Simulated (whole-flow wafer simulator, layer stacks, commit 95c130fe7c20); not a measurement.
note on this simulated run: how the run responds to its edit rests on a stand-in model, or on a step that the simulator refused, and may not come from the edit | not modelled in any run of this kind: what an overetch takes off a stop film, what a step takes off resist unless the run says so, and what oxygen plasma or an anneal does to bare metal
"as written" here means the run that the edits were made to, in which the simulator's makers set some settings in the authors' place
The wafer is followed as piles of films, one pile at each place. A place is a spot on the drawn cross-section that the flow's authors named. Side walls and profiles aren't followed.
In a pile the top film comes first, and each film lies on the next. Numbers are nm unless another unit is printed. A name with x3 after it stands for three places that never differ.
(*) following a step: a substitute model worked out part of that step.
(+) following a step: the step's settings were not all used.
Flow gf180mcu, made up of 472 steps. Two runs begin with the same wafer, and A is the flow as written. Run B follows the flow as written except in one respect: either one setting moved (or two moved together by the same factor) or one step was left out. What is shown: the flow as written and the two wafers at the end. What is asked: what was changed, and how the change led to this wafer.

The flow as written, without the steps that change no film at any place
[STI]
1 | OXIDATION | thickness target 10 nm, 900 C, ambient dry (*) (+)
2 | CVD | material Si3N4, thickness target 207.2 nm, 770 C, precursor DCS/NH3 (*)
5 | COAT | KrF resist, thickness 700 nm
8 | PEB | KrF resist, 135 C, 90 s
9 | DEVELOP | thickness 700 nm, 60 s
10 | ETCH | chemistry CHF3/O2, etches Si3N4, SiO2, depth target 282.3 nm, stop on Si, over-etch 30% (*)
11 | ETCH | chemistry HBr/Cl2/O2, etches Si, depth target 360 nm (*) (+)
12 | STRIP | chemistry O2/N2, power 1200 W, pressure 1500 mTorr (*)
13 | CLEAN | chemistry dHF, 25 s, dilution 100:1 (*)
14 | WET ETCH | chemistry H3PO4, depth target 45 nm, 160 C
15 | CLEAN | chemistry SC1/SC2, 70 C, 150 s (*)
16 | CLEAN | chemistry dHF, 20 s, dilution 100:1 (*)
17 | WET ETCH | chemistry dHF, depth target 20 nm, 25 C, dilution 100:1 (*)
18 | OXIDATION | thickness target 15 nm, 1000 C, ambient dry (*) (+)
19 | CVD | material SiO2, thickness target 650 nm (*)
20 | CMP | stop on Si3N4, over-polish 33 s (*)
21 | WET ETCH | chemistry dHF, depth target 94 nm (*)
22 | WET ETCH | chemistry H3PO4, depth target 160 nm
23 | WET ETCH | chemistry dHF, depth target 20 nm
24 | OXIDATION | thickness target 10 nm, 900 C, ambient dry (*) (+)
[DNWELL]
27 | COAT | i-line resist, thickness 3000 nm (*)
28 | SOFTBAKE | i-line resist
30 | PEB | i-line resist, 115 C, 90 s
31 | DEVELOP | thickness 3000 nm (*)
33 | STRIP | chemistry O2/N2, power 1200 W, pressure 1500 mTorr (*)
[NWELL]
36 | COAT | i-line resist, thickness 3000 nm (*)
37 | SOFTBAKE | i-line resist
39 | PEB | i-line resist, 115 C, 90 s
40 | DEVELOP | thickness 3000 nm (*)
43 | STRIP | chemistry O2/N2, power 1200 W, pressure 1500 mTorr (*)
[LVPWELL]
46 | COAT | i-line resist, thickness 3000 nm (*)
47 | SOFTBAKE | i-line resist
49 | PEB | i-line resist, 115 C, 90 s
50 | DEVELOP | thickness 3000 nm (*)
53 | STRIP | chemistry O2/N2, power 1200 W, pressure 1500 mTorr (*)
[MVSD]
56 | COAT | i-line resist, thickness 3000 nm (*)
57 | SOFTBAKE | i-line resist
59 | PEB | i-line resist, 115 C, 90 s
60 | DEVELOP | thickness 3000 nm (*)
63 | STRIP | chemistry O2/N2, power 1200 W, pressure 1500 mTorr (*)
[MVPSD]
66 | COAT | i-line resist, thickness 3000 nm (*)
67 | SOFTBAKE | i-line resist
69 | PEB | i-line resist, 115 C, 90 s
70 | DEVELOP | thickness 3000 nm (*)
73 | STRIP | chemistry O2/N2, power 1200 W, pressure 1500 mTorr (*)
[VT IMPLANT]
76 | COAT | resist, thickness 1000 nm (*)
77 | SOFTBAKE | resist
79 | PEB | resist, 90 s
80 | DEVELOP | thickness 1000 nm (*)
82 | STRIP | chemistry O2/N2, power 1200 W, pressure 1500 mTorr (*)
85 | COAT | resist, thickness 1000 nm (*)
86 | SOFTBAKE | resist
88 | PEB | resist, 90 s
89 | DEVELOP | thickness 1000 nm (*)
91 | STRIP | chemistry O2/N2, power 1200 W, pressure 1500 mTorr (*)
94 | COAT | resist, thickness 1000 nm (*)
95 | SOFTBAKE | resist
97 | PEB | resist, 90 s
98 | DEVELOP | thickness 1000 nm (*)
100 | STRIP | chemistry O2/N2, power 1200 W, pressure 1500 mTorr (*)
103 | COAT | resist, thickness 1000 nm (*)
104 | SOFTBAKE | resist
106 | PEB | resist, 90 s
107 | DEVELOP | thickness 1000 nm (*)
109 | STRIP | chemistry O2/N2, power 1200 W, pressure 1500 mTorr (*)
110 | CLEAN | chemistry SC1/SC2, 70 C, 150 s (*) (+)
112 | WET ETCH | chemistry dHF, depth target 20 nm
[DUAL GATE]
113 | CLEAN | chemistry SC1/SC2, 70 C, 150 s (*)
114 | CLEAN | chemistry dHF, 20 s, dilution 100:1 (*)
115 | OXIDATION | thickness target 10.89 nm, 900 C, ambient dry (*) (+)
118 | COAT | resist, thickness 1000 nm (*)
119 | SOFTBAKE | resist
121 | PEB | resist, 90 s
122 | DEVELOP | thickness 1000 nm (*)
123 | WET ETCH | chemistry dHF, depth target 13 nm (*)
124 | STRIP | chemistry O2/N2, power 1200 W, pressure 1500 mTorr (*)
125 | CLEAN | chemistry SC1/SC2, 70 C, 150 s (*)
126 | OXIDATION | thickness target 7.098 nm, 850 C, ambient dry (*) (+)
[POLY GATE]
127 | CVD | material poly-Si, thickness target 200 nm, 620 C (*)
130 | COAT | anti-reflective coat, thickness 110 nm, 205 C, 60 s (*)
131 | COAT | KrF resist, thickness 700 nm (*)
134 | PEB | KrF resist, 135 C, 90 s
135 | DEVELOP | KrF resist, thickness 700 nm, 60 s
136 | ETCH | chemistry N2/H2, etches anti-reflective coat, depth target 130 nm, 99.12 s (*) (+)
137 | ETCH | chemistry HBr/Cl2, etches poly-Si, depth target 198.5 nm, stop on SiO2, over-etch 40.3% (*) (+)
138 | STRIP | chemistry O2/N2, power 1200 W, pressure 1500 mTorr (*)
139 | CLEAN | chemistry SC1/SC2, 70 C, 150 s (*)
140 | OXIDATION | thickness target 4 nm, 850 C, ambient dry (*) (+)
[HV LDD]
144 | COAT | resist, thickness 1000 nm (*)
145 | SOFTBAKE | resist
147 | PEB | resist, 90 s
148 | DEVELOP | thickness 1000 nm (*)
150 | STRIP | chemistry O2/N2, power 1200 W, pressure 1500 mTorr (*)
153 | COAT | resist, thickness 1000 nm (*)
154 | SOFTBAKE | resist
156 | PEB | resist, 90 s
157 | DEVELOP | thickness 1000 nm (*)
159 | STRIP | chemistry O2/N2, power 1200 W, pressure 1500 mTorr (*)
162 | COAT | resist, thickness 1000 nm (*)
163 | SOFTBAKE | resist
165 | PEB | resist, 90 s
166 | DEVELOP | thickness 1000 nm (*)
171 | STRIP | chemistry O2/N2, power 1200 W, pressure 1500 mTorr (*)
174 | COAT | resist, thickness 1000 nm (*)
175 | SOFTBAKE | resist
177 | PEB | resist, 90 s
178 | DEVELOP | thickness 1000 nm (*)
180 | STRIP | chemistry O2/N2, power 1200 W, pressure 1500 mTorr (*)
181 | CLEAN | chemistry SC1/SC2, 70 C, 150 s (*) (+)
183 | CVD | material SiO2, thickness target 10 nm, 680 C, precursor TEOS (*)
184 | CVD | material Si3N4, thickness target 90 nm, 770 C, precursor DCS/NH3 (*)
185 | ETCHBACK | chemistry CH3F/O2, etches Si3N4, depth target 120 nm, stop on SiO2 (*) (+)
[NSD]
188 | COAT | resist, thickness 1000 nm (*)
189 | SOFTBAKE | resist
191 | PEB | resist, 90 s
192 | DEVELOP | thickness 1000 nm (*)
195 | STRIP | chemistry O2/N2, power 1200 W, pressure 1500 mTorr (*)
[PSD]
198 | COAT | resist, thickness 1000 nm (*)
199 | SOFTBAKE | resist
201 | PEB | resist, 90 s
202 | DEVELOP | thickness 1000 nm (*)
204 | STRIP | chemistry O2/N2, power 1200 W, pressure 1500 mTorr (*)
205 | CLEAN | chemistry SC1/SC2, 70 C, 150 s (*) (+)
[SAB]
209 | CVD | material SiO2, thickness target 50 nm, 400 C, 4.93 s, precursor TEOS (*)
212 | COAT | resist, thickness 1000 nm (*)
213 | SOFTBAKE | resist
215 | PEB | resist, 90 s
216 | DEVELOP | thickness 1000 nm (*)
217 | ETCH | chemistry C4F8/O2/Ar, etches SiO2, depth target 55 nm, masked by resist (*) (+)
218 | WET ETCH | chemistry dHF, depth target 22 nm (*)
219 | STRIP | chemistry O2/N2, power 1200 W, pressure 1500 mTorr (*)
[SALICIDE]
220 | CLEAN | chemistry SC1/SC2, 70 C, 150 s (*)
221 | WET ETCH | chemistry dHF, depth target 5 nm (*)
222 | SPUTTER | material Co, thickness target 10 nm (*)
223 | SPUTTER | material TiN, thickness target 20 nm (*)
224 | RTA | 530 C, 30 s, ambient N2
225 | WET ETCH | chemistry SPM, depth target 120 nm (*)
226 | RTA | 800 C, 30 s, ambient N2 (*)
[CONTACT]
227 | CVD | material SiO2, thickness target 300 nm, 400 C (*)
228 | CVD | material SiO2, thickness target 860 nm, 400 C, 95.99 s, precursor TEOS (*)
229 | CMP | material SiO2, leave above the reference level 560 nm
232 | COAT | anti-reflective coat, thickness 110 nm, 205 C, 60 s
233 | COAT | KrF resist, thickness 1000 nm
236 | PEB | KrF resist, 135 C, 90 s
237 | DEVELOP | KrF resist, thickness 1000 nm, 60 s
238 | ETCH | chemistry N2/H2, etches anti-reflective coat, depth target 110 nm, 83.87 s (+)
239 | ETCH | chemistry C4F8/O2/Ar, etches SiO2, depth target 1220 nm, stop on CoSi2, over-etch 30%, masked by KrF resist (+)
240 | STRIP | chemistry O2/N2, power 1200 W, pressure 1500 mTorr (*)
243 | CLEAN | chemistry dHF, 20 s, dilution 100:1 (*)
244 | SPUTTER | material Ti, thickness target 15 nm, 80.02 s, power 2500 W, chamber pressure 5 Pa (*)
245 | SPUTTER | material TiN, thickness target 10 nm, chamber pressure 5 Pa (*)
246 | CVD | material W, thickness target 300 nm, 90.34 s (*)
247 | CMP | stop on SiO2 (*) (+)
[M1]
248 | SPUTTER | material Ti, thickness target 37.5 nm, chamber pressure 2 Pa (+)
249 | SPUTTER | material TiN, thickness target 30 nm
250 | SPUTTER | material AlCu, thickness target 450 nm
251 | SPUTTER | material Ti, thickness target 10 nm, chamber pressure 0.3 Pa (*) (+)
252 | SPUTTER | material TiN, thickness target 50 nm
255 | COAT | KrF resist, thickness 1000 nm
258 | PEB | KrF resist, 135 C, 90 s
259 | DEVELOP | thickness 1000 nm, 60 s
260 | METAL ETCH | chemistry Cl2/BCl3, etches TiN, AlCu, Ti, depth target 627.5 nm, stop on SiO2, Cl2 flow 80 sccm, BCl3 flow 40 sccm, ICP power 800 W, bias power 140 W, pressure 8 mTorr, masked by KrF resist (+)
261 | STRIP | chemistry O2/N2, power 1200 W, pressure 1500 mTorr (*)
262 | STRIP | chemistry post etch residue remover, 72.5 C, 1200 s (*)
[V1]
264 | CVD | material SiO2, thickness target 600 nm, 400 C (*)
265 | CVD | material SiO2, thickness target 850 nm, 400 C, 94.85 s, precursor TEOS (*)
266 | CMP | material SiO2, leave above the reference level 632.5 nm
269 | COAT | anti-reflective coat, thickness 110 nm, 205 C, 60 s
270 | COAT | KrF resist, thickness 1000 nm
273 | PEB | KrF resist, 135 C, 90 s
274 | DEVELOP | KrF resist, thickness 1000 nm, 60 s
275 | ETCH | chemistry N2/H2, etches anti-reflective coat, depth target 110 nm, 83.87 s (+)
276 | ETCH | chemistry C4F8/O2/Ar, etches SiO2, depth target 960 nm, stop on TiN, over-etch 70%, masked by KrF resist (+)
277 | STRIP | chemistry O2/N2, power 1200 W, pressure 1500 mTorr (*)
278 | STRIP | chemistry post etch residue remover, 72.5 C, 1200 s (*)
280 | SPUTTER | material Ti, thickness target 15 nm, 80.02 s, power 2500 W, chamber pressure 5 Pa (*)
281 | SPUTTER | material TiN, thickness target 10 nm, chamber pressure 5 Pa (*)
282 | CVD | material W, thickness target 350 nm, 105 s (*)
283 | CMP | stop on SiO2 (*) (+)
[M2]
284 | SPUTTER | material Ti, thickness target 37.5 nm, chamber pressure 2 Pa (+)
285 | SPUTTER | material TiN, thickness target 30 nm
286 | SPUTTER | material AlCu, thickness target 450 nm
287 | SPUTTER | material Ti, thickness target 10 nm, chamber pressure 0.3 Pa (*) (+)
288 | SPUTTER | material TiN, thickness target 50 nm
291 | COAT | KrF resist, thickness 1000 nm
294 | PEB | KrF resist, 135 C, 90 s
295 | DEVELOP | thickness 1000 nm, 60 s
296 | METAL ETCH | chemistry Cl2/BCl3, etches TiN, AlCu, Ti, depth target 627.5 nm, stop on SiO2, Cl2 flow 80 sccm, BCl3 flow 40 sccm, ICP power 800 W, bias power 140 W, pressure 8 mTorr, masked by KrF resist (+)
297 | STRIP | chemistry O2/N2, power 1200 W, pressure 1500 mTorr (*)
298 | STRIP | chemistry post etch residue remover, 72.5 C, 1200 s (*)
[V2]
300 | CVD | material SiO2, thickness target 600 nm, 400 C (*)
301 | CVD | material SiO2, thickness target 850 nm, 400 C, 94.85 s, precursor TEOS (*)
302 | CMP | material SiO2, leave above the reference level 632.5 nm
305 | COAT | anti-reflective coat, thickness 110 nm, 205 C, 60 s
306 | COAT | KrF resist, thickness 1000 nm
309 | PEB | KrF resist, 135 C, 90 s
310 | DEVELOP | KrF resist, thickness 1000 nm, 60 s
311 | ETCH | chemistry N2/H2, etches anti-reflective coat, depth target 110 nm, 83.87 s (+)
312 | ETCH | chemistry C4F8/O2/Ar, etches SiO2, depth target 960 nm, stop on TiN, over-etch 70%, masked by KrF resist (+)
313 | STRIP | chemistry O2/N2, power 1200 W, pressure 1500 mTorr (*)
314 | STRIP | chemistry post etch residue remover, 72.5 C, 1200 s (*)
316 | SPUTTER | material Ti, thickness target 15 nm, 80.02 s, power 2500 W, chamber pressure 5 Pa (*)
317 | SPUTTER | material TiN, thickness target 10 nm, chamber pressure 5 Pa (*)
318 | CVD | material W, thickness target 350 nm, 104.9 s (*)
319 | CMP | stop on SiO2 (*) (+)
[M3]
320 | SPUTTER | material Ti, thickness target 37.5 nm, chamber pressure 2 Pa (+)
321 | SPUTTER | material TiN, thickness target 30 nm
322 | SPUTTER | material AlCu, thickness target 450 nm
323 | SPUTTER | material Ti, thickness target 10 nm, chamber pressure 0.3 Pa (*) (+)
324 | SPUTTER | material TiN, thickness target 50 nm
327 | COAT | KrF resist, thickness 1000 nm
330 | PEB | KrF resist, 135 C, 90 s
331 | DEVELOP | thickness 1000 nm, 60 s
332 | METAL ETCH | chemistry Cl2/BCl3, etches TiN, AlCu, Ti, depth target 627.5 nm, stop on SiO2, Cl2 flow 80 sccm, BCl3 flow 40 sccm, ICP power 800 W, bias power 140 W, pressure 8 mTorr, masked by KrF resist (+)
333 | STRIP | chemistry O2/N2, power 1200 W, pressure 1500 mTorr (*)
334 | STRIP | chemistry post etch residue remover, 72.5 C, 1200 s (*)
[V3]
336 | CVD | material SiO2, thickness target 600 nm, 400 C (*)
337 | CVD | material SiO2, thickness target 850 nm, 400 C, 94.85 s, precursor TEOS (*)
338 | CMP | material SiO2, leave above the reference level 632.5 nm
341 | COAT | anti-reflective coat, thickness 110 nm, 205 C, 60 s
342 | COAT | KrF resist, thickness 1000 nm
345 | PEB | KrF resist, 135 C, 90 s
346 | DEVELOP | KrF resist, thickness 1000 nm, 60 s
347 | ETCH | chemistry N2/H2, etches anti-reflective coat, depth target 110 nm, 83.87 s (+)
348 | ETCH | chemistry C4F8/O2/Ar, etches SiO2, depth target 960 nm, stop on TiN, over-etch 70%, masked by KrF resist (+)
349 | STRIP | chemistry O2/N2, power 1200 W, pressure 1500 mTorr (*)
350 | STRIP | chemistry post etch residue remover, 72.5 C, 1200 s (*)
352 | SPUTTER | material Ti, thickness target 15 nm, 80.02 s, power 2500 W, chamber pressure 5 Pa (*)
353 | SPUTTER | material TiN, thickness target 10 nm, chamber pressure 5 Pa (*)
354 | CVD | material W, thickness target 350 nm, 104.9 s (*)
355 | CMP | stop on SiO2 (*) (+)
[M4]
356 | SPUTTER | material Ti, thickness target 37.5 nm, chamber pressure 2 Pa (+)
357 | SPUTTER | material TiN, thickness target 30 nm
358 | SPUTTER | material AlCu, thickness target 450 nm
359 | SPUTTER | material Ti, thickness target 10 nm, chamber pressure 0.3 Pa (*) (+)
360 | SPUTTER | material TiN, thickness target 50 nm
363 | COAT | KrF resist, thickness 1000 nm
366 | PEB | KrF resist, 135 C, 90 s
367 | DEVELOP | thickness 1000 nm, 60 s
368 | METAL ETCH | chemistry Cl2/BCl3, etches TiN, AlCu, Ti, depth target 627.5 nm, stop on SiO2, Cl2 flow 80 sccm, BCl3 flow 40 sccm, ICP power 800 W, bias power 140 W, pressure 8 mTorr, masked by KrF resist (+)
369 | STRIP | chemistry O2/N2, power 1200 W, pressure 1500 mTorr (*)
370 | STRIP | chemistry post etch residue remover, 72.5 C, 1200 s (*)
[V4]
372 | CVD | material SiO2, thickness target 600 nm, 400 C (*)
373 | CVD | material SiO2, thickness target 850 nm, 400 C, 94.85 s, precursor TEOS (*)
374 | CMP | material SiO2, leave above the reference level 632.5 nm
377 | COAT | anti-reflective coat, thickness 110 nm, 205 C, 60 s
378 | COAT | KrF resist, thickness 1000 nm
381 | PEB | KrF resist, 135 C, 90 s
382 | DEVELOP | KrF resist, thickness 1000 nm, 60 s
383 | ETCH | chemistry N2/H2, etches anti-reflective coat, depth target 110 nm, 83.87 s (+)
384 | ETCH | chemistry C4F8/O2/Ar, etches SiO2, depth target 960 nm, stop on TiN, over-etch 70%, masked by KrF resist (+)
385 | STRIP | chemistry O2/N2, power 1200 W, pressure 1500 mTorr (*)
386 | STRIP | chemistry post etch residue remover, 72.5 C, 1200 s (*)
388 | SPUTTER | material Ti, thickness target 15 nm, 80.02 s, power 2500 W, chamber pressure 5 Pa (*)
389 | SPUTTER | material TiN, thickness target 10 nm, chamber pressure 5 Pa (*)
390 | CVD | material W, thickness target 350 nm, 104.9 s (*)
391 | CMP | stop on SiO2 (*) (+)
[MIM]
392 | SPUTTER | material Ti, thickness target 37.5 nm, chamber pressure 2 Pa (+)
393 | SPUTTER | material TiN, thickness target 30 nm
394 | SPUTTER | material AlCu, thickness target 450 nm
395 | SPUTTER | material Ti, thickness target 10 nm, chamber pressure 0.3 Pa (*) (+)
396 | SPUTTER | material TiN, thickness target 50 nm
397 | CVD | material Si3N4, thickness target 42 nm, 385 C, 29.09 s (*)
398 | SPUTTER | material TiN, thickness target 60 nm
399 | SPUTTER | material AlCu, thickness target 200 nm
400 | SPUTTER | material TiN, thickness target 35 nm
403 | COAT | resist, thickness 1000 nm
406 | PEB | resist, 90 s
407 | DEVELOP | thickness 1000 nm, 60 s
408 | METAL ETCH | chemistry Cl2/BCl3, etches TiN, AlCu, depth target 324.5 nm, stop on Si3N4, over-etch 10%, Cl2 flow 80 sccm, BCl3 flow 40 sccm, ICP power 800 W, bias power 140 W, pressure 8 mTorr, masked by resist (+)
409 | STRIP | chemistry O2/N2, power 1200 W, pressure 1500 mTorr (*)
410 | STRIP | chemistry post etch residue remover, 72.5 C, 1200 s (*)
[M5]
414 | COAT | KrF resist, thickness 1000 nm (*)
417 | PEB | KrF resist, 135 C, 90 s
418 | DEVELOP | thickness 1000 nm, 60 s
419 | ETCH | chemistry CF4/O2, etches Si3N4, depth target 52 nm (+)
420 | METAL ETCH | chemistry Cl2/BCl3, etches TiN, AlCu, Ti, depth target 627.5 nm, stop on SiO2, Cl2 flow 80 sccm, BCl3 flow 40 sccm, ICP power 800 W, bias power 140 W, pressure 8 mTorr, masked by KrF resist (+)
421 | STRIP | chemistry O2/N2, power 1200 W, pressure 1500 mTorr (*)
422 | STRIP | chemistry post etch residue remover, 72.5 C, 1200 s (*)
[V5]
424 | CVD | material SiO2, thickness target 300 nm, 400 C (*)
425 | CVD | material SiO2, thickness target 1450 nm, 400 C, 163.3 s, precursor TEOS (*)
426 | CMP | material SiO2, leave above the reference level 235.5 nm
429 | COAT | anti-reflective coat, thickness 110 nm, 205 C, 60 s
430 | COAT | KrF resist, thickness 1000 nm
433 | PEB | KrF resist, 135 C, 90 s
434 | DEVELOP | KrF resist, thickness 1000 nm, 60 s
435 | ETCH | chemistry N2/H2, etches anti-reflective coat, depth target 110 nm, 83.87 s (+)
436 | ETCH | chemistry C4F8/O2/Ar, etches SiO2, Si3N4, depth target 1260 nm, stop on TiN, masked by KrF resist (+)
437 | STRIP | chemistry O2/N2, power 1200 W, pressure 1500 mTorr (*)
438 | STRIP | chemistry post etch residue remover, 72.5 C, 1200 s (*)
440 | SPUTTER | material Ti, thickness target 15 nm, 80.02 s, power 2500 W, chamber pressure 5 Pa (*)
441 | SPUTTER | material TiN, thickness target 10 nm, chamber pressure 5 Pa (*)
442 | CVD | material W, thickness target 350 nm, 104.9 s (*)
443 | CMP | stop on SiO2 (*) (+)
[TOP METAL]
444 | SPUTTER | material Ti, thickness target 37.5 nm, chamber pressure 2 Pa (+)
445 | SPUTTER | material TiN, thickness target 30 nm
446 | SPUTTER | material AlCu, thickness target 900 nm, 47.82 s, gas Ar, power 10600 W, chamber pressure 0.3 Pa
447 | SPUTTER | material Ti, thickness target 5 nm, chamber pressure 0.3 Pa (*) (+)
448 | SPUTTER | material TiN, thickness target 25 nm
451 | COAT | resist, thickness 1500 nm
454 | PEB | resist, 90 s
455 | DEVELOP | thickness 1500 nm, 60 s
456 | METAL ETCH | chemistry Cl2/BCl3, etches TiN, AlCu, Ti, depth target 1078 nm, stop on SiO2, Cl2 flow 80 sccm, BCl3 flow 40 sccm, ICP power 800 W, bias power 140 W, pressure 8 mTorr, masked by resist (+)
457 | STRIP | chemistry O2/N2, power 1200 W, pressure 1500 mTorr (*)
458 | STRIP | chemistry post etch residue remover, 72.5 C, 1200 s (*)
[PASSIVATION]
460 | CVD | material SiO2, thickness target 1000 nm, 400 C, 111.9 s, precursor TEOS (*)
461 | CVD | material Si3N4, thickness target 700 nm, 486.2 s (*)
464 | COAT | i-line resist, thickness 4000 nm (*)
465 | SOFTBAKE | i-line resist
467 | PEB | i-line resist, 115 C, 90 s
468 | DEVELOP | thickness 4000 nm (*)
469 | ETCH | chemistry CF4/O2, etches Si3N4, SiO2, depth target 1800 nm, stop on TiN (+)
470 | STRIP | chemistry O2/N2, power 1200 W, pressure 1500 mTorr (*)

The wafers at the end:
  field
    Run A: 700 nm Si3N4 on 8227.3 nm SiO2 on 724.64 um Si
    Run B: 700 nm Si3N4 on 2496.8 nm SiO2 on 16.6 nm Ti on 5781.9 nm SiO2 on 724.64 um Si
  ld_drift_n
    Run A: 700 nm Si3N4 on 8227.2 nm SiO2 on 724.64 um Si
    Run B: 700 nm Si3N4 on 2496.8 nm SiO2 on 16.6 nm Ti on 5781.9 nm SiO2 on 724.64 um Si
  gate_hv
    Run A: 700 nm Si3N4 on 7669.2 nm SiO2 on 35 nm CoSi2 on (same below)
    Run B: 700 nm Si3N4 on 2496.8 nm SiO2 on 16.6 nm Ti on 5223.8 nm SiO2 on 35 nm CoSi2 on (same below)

What caused this: step 394, SPUTTER: thickness target 518 nm was run, whereas the flow has thickness target 450 nm.

How this came from the change, step by step:
  394 | SPUTTER | material AlCu, thickness target 450 nm
      field, field__w1, field__w2 and 108 more: A +450 AlCu (new film) | B +518 AlCu (new film)
  420 | METAL ETCH | chemistry Cl2/BCl3, etches TiN, AlCu, Ti, depth target 627.5 nm, stop on SiO2, Cl2 flow 80 sccm, BCl3 flow 40 sccm, ICP power 800 W, bias power 140 W, pressure 8 mTorr, masked by KrF resist (+)
      field, field__w1, field__w2 and 101 more: A -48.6 TiN (all of it), -10 Ti (all of it), -450 AlCu (all of it), -30 TiN (all of it), -37.5 Ti (all of it) | B -48.6 TiN (all of it), -10 Ti (all of it), -518 AlCu (all of it), -30 TiN (all of it), -20.9 Ti
  424 | CVD | material SiO2, thickness target 300 nm, 400 C (*)
      field, field__w1, field__w2 and 101 more: A +300 SiO2 | B +300 SiO2 (new film)
  426 | CMP | material SiO2, leave above the reference level 235.5 nm
      field, field__w1, field__w5 and 92 more: A -300.8 SiO2 | B -249.4 SiO2
      field__w2, field__w3, field__w12 and 6 more: A -272.7 SiO2 | B -218.9 SiO2
If metal films that touch count as one body, field has 1 body; the flow as written gives 0 bodies.
If metal films that touch count as one body, ld_drift_n has 1 body; the flow as written gives 0 bodies.
If metal films that touch count as one body, gate_hv has 2 bodies (between them, from the top down: SiO2 5223.8); the flow as written gives 1 body.
